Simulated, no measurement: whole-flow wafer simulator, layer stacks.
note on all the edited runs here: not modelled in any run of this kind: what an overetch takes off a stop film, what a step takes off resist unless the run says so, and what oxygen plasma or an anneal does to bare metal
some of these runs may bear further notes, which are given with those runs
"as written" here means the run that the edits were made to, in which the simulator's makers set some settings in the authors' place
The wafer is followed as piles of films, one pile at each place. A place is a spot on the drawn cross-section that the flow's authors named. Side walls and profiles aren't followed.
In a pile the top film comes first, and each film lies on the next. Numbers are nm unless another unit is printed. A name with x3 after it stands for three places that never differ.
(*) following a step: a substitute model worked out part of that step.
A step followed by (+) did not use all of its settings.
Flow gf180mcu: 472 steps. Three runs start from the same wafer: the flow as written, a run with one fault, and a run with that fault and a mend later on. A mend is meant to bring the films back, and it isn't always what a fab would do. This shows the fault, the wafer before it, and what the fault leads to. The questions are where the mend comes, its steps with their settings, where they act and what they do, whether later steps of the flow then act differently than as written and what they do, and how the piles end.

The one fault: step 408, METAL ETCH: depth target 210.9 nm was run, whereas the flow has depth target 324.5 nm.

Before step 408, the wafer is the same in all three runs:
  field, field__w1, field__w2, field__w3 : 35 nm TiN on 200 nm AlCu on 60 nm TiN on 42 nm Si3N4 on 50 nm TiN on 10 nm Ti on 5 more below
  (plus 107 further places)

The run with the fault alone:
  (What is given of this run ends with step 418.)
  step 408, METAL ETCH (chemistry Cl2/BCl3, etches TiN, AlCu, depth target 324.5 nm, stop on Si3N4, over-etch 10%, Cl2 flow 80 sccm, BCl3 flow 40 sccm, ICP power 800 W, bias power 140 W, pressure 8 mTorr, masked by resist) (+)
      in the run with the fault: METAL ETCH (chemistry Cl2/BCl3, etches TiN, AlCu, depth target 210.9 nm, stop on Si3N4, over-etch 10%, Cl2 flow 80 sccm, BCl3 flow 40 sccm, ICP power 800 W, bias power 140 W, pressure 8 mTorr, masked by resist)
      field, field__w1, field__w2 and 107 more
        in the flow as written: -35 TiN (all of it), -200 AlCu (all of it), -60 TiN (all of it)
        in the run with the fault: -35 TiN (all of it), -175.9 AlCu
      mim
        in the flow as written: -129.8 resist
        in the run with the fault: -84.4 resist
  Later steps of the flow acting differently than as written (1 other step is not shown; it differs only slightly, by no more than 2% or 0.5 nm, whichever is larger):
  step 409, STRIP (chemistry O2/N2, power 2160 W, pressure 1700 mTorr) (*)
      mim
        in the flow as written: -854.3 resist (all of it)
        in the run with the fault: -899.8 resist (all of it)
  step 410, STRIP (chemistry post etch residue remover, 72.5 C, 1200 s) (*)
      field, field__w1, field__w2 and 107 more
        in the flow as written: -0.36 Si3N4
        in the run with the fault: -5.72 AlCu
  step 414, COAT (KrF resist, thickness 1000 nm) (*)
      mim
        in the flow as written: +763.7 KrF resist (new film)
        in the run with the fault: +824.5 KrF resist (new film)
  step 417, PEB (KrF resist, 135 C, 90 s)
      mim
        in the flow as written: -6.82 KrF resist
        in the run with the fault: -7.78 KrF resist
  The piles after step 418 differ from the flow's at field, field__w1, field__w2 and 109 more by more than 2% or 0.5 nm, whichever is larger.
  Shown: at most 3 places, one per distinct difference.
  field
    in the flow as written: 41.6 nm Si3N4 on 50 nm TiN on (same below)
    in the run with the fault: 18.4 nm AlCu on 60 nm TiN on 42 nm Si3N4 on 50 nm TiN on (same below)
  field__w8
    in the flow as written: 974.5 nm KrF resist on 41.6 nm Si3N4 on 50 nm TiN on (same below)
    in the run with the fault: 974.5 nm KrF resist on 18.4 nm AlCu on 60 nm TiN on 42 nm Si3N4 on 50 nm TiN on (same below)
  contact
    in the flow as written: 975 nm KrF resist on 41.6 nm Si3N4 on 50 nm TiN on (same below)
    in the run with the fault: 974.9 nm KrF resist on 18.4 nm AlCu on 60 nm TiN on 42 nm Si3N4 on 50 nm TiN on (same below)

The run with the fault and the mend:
  After step 410 comes the mend.
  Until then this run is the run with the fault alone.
  step 410a, DEHYDRATE (200 C, 60 s) (the flow's step 401 again)
      alters no film at any place that is followed
  step 410b, HMDS (120 C, 60 s) (the flow's step 402 again)
      alters no film at any place that is followed
  step 410c, COAT (resist, thickness 1000 nm) (*) (the flow's step 403 again)
      field__w8, m1__w1, iso_ptap_pw and 39 more
        +1000 resist (new film)
      field_sub__w1, field_sub__w5, n_well, sd_p, gate_p, active_nat, nw_enc_fld_lv, nw_enc_fld_lv__w3
        +1000.8 resist (new film)
      p_well, sti, spacer, sd_n, mim_1p0, pad, dice_street
        +1000.5 resist (new film)
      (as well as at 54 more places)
  step 410d, SOFTBAKE (resist) (the flow's step 404 again)
      field__w2
        +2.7 resist
      field__w3
        +2.84 resist
      field__w5
        -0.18 resist
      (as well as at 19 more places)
  step 410e, EXPOSE (photomask FuseTop) (the flow's step 405 again)
      alters no film at any place that is followed
  step 410f, PEB (resist, 70.3 s) (the flow's step 406 again)
      field, field__w1, field__w5 and 96 more
        -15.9 resist
      field__w2, field__w3, field__w12, pplus_u, ppoly_sal, nw_enc_fld_lv__w4
        -16 resist
      field__w7, ppoly_u, npoly_sal
        -16.1 resist
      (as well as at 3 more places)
  step 410g, DEVELOP (thickness 1000 nm, 60 s) (the flow's step 407 again)
      field__w8, m1__w1, iso_ptap_pw and 39 more
        -984.1 resist (all of it)
      field_sub__w1, field_sub__w5, n_well, sd_p, gate_p, m1, nw_enc_fld_lv, nw_enc_fld_lv__w3
        -984.9 resist (all of it)
      p_well, sti, spacer, sd_n, mim_1p0, pad, dice_street
        -984.6 resist (all of it)
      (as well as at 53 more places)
  step 410h, METAL ETCH (chemistry Cl2/BCl3, etches TiN, AlCu, depth target 113.6 nm, stop on Si3N4, over-etch 10%, Cl2 flow 80 sccm, BCl3 flow 40 sccm, ICP power 800 W, bias power 140 W, pressure 8 mTorr, masked by resist) (+) (the flow's step 408 again, with other settings)
      field, field__w1, field__w2 and 107 more
        -18.4 AlCu (all of it), -60 TiN (all of it)
      mim
        -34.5 resist
  step 410i, STRIP (chemistry O2/N2, power 2160 W, pressure 1700 mTorr) (*) (the flow's step 409 again)
      mim
        -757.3 resist (all of it)
  step 410j, STRIP (chemistry post etch residue remover, 72.5 C, 1200 s) (*) (the flow's step 410 again)
      field, field__w1, field__w2 and 107 more
        -0.36 Si3N4
      mim
        -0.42 TiN
  None of the later steps of the flow differs from how it acts as written, at any place that is followed, by more than 2% or 0.5 nm, whichever is larger.
  The piles end only slightly different from the flow's at the places that both follow, by no more than 2% or 0.5 nm, whichever is larger.
